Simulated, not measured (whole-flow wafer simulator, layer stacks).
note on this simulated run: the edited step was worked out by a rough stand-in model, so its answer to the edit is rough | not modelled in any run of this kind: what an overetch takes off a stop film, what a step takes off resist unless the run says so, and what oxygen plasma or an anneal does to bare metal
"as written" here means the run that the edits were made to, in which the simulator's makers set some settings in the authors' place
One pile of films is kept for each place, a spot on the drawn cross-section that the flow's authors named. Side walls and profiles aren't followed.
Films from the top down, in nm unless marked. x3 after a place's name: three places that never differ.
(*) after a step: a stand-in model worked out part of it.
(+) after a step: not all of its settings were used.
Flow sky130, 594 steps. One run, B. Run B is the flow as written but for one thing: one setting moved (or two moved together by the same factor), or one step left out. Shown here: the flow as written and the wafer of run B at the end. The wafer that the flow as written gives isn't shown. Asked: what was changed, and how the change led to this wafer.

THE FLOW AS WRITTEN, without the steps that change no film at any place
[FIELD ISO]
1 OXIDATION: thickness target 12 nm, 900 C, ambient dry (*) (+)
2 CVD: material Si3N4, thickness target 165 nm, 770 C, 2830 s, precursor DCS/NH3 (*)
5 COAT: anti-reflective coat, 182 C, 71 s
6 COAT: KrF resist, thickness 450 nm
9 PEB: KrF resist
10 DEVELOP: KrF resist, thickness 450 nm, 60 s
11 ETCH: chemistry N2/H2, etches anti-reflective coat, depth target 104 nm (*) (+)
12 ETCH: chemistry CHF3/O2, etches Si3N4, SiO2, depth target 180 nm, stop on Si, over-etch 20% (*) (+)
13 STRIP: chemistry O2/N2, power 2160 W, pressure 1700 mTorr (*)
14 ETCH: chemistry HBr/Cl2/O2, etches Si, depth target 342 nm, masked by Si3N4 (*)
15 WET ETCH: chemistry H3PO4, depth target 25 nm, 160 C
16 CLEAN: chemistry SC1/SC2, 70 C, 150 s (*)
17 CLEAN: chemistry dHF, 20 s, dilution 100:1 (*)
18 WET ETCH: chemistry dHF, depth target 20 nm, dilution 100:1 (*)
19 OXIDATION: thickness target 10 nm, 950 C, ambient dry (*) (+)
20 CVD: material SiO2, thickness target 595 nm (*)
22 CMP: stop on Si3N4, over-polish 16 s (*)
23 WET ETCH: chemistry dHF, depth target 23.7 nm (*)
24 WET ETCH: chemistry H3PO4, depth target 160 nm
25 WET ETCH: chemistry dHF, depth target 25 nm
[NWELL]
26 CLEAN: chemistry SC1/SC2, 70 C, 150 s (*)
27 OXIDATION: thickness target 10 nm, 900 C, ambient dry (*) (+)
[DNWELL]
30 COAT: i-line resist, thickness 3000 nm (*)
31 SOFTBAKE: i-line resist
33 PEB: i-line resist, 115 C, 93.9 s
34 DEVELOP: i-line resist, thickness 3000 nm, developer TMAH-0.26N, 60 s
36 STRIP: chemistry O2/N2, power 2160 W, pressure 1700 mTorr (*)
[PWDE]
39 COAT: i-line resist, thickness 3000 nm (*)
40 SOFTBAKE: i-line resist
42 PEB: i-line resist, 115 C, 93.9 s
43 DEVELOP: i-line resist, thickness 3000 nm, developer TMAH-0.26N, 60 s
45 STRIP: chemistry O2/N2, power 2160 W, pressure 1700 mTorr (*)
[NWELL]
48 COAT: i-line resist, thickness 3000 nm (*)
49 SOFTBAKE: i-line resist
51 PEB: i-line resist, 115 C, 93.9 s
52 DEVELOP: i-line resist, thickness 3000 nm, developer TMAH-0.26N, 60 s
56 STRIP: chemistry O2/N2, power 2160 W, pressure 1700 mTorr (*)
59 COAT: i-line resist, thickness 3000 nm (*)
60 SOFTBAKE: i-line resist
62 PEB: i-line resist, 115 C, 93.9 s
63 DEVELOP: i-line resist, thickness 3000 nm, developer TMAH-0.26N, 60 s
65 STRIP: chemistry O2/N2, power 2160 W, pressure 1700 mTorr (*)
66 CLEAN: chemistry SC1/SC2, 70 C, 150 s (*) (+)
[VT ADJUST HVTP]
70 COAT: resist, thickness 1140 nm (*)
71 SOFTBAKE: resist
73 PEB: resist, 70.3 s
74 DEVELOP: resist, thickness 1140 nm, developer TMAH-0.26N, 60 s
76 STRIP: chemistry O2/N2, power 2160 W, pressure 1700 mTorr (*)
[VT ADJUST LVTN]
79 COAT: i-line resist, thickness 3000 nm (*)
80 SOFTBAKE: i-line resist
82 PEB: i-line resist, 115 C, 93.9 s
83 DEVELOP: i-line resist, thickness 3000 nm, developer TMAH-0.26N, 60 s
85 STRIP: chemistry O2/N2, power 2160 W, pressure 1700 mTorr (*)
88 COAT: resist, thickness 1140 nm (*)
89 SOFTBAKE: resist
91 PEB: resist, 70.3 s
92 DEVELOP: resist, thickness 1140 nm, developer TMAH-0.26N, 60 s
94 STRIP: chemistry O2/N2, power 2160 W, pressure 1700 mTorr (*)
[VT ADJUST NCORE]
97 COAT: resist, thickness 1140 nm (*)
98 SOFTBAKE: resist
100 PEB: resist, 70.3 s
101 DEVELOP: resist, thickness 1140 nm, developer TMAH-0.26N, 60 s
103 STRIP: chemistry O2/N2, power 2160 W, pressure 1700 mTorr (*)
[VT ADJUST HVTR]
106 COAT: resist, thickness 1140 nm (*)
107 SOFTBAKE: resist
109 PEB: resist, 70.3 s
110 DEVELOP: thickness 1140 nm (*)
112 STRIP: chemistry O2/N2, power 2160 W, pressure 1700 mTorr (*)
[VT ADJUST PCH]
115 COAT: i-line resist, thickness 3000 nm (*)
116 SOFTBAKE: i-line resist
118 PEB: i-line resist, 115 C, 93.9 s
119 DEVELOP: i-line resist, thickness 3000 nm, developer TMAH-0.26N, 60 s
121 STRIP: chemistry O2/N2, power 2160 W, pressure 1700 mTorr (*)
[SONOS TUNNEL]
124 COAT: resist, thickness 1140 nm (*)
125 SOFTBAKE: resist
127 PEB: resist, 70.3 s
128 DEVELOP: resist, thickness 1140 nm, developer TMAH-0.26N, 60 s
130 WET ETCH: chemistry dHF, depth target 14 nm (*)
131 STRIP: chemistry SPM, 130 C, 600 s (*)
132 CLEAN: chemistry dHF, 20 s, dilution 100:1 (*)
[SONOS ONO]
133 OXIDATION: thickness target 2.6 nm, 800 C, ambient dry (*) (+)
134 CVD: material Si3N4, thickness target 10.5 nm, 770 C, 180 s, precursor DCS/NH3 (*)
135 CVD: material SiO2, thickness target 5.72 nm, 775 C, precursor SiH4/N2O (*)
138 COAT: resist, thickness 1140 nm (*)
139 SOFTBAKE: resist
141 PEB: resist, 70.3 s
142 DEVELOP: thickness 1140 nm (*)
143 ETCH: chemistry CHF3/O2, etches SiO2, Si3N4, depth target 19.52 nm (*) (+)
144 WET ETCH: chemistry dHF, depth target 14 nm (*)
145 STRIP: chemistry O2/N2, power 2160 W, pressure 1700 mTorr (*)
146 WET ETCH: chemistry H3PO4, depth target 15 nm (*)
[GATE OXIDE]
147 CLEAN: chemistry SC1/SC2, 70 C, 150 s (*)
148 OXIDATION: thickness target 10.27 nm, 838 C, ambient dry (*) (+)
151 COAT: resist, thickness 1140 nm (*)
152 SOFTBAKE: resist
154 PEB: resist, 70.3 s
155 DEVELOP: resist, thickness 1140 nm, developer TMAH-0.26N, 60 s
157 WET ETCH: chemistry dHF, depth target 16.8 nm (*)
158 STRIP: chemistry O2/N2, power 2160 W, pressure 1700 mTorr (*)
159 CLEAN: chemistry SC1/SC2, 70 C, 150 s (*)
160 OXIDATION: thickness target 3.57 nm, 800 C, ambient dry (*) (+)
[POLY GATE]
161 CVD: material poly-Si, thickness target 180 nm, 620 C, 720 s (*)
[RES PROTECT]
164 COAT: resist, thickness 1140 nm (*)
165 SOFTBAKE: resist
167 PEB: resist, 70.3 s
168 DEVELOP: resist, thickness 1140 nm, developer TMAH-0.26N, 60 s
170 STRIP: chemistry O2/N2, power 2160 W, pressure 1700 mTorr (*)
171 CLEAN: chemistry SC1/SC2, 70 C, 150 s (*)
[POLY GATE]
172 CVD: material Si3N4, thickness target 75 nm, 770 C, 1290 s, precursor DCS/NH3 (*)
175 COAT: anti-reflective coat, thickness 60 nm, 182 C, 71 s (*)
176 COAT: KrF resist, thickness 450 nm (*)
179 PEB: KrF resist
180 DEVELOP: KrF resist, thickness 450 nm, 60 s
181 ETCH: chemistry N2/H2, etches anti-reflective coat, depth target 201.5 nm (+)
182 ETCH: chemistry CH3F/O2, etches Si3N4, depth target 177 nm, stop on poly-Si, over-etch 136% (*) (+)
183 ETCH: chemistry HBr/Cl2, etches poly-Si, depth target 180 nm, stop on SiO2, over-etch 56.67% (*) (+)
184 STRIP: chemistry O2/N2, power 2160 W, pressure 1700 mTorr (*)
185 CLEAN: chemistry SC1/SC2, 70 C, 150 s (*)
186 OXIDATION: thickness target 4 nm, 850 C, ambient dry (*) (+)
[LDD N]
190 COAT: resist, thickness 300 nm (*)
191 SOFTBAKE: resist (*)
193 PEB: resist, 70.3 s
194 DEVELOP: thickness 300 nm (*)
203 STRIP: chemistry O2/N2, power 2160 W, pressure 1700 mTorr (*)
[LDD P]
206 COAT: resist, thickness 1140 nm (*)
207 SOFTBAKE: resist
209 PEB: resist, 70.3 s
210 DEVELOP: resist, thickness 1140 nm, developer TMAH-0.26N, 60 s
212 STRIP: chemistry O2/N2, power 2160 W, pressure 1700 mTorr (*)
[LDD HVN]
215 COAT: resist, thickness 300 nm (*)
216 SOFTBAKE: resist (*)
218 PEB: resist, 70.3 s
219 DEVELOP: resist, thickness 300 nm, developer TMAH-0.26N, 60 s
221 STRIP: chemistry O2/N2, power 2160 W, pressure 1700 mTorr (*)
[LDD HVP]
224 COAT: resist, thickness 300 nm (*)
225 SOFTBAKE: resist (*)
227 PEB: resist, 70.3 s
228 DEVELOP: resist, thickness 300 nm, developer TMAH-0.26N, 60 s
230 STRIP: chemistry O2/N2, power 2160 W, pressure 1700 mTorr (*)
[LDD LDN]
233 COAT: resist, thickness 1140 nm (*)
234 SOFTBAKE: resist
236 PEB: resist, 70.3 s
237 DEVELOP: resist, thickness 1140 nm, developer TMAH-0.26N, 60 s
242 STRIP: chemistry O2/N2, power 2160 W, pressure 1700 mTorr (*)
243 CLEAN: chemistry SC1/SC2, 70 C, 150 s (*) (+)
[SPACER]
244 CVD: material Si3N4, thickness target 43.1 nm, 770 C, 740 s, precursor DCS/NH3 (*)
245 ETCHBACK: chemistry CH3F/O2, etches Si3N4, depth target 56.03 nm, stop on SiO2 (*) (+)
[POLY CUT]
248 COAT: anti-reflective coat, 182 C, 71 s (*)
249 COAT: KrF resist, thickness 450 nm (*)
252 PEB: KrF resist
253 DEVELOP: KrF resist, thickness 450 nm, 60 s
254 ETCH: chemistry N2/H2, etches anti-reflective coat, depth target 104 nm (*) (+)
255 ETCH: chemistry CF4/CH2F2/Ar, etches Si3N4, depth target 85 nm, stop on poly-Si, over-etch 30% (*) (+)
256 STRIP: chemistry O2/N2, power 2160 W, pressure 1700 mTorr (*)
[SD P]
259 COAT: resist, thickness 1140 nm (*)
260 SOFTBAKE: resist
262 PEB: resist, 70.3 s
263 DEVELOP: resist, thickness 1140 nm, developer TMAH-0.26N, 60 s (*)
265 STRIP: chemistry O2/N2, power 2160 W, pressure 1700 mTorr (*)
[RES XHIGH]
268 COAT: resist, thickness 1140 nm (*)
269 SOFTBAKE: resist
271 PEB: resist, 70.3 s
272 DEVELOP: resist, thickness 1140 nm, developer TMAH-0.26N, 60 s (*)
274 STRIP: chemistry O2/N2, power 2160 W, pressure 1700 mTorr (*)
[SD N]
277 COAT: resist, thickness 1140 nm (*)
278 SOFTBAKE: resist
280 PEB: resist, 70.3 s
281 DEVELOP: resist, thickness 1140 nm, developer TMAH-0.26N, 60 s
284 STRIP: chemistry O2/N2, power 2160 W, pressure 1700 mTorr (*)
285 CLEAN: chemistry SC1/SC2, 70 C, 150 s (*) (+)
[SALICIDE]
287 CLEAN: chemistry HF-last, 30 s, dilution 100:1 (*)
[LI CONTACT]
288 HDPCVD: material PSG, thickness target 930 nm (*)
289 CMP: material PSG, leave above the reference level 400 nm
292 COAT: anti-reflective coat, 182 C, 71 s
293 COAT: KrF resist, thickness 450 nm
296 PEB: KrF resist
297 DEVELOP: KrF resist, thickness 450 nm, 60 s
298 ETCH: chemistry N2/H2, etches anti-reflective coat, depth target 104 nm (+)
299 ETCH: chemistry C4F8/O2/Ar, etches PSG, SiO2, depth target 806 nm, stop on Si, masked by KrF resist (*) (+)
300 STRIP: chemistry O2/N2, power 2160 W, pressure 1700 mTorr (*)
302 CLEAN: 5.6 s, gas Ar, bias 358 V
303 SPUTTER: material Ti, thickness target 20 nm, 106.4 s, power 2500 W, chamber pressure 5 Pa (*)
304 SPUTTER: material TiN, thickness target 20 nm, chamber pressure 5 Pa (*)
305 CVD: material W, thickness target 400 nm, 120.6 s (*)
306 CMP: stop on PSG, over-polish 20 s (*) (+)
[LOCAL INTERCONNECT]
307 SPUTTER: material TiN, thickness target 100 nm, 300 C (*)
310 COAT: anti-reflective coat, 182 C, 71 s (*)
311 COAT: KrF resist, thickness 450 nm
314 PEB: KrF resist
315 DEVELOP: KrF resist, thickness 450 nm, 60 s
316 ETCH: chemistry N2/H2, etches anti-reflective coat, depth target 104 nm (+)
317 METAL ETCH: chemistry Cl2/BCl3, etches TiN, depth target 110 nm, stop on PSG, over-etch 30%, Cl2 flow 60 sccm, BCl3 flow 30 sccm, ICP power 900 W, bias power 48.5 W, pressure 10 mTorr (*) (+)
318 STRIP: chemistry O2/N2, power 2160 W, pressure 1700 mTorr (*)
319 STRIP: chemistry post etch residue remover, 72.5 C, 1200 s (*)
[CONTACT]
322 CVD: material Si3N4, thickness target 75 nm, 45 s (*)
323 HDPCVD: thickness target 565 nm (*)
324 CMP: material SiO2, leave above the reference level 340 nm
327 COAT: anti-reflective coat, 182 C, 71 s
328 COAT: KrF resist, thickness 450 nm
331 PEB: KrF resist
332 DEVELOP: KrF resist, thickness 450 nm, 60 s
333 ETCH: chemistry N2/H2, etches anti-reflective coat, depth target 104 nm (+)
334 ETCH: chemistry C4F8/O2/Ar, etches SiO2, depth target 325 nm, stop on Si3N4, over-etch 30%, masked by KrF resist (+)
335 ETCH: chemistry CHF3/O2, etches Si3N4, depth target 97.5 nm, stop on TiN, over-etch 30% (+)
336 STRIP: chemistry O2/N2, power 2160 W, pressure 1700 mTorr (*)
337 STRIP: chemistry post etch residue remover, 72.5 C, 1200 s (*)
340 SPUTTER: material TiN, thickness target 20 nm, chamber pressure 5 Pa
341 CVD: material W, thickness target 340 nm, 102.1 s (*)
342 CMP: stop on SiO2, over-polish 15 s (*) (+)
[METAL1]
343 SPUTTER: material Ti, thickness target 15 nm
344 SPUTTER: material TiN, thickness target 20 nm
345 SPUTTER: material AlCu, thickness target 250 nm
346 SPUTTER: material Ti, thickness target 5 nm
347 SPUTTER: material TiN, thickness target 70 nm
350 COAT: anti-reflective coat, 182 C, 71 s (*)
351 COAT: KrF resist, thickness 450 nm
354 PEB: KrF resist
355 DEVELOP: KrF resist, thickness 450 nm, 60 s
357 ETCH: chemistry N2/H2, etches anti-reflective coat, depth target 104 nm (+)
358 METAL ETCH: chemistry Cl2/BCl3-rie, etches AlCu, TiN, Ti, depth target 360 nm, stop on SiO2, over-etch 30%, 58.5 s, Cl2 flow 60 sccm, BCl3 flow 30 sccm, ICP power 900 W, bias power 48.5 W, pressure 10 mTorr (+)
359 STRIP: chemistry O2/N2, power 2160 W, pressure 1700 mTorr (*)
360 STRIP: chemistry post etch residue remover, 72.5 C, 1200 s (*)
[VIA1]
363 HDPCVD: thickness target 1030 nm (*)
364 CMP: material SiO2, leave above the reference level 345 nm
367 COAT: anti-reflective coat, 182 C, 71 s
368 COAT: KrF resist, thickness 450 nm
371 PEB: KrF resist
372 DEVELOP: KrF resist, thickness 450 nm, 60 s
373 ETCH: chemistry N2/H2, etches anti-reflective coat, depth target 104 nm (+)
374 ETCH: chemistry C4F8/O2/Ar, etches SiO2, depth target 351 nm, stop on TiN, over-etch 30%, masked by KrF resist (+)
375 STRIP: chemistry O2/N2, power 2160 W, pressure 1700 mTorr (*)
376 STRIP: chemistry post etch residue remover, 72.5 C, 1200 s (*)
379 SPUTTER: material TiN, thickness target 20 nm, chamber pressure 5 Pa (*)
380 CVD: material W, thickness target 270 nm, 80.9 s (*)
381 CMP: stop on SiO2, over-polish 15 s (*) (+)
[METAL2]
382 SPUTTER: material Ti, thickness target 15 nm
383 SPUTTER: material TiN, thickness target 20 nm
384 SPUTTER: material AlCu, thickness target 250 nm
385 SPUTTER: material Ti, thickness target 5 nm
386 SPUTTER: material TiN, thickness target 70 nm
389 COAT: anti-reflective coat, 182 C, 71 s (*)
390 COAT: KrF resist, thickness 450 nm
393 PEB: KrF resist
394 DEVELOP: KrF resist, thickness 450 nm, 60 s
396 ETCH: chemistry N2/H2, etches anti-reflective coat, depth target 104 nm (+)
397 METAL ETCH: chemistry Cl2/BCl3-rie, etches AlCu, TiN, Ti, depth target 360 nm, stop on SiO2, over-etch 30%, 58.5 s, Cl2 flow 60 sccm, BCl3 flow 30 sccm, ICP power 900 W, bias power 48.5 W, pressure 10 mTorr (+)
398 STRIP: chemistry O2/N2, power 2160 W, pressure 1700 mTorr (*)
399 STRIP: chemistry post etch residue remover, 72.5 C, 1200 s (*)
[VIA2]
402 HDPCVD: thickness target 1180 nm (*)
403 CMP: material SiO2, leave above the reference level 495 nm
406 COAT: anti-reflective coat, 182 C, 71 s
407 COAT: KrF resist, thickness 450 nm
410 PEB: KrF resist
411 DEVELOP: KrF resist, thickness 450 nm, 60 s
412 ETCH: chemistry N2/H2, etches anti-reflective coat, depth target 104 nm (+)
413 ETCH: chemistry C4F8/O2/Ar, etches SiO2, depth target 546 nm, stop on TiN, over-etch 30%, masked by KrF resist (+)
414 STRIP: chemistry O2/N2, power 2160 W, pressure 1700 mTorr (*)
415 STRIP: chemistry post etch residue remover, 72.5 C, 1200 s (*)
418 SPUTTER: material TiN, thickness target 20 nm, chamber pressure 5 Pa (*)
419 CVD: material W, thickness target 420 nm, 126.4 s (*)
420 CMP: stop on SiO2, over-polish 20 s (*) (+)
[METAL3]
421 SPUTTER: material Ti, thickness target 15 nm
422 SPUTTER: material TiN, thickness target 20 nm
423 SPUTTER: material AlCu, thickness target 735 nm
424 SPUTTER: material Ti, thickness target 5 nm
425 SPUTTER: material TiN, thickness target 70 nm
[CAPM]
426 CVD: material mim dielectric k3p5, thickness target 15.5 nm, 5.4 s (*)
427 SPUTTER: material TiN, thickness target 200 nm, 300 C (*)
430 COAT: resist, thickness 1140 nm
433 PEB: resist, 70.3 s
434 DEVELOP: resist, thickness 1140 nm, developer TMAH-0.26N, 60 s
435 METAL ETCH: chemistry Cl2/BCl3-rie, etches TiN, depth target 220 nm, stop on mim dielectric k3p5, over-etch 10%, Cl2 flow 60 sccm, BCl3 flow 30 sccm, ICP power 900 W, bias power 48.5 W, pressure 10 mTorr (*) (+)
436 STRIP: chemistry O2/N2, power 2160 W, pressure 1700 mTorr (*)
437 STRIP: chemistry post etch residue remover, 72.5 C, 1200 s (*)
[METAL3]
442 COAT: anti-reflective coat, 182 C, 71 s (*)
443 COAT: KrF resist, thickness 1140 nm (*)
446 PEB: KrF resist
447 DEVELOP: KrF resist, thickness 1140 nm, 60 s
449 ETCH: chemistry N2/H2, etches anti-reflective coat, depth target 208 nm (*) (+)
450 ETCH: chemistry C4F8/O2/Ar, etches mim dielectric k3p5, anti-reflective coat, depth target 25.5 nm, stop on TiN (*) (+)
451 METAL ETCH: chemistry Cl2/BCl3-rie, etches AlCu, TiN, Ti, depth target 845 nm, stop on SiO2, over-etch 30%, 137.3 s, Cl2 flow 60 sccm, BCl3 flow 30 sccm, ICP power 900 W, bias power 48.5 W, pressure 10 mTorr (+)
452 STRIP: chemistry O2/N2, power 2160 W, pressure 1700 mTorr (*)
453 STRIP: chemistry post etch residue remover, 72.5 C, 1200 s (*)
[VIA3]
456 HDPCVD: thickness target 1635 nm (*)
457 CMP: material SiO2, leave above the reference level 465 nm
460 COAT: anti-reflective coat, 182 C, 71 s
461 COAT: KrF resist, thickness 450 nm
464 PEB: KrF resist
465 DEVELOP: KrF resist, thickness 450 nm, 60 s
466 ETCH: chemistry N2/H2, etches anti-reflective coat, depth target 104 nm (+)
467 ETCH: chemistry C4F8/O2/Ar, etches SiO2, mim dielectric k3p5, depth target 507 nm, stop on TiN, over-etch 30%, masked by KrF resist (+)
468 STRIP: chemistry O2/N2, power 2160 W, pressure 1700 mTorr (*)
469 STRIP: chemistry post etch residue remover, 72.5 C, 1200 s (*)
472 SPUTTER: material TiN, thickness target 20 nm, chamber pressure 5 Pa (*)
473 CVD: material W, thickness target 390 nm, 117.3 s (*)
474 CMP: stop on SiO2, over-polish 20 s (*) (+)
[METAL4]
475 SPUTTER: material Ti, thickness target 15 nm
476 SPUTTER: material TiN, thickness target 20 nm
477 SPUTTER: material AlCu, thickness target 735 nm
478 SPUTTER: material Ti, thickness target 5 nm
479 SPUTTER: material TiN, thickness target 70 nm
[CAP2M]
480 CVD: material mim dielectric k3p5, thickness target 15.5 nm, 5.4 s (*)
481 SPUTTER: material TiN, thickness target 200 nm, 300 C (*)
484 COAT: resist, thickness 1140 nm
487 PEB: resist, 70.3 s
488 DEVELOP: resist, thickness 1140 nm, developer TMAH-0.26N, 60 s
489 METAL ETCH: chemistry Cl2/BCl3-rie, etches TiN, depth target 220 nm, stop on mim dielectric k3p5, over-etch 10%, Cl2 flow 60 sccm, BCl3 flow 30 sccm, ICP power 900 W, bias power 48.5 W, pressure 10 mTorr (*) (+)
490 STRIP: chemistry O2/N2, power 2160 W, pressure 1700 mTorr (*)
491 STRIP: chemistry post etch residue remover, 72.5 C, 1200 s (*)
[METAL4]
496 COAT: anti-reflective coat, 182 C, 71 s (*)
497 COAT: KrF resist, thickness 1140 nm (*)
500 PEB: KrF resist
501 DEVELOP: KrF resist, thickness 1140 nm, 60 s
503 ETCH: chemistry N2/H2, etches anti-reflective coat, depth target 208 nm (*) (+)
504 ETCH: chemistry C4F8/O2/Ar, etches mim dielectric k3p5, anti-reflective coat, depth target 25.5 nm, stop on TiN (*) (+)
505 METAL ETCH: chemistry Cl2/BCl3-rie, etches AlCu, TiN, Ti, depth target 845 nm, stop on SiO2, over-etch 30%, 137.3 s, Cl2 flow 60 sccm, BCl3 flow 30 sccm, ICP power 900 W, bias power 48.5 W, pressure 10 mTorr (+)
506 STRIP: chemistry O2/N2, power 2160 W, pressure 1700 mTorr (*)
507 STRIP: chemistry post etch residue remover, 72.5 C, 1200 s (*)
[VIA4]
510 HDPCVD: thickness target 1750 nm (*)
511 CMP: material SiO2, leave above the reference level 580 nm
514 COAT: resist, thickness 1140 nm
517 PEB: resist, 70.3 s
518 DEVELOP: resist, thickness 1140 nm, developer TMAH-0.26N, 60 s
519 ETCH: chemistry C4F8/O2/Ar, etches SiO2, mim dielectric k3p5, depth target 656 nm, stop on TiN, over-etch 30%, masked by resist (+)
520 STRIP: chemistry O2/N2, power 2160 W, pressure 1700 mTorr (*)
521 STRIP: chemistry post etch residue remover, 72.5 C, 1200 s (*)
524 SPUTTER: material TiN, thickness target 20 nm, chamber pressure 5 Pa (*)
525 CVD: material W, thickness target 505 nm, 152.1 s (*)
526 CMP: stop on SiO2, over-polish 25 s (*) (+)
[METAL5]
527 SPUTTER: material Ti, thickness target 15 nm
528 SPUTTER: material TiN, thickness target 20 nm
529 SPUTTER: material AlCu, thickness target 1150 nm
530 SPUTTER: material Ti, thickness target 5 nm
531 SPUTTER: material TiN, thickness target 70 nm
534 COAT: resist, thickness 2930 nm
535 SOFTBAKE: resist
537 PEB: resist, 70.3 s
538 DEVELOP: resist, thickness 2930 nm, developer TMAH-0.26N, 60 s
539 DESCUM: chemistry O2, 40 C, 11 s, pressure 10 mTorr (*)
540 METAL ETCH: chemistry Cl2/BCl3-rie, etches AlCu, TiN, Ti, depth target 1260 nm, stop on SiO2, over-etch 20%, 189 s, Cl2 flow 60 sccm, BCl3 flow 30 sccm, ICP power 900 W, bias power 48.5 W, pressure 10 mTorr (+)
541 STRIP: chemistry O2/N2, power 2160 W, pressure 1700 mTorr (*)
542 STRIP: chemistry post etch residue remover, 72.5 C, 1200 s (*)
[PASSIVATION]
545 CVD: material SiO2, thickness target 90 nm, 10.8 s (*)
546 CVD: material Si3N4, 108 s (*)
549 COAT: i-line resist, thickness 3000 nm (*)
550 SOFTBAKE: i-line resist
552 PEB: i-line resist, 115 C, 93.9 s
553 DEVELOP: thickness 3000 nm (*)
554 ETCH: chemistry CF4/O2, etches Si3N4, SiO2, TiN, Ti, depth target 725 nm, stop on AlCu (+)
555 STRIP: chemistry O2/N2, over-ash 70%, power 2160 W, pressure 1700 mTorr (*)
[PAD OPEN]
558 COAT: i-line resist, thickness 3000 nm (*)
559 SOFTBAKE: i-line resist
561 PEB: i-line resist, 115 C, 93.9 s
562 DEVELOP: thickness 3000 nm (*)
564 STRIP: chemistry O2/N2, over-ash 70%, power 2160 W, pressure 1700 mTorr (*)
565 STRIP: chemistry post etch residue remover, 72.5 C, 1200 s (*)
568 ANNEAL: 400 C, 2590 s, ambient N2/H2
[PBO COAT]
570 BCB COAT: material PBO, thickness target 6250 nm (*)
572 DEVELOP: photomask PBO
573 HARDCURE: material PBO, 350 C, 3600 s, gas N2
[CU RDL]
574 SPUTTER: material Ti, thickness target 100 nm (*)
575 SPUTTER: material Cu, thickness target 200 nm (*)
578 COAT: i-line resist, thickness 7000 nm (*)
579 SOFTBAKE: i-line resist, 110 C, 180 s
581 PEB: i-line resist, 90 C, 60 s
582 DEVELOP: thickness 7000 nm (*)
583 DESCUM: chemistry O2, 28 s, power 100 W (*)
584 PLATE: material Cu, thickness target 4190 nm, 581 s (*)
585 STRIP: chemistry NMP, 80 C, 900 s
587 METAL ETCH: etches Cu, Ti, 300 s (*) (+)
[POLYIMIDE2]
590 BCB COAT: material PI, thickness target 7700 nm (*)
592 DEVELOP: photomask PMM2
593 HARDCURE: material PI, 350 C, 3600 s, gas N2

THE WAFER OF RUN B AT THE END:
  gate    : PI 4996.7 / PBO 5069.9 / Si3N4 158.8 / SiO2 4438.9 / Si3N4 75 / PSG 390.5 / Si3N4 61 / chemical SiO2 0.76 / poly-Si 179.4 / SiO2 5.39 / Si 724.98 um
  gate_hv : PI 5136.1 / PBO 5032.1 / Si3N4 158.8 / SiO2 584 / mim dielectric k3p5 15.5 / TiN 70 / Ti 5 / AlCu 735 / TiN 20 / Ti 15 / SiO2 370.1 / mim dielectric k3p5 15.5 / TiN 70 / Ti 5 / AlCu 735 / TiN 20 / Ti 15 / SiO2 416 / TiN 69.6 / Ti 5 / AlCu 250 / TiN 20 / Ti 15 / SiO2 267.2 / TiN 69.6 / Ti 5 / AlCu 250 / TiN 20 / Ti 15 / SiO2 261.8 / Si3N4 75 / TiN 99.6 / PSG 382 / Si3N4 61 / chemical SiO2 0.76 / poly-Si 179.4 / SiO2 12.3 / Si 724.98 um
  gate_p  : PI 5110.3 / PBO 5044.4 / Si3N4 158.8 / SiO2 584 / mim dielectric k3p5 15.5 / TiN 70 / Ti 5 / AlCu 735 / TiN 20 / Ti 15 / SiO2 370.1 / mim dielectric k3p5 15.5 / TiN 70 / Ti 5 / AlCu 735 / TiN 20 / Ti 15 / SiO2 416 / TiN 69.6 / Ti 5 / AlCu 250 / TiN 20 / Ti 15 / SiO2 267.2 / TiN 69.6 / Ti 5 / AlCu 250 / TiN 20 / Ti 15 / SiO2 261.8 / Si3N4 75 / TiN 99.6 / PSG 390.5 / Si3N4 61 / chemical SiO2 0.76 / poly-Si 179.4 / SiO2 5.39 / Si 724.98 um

The cause: step 160, OXIDATION: thickness target 5.39 nm was run, where the flow has thickness target 3.57 nm.
It can be read off the wafer: gate has SiO2 5.39, and step 160 as written asks for 3.57 nm.

How the change led to this, step by step:
  160 OXIDATION: thickness target 3.57 nm, 800 C, ambient dry (*) (+)
      active, n_well, p_well and 58 more: SiO2 +5.39 (new film), chemical SiO2 -0.76 (all of it), Si -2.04 (as written it would be: SiO2 +3.57 (new film), chemical SiO2 -0.76 (all of it), Si -1.24)
      gate_hv, m1, pad and 37 more: SiO2 +2.32, Si -1.02 (as written it would be: SiO2 +0.85, Si -0.37)
  299 ETCH: chemistry C4F8/O2/Ar, etches PSG, SiO2, depth target 806 nm, stop on Si, masked by KrF resist (*) (+)
      contact, ndiff_licon, ndiff_licon_cpp: PSG -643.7 (all of it), SiO2 -2.69 (all of it) (as written it would be: PSG -643.6 (all of it), SiO2 -1.16 (all of it))
  306 CMP: stop on PSG, over-polish 20 s (*) (+)
      poly_licon: W -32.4 (as written it would be: W -33.3)
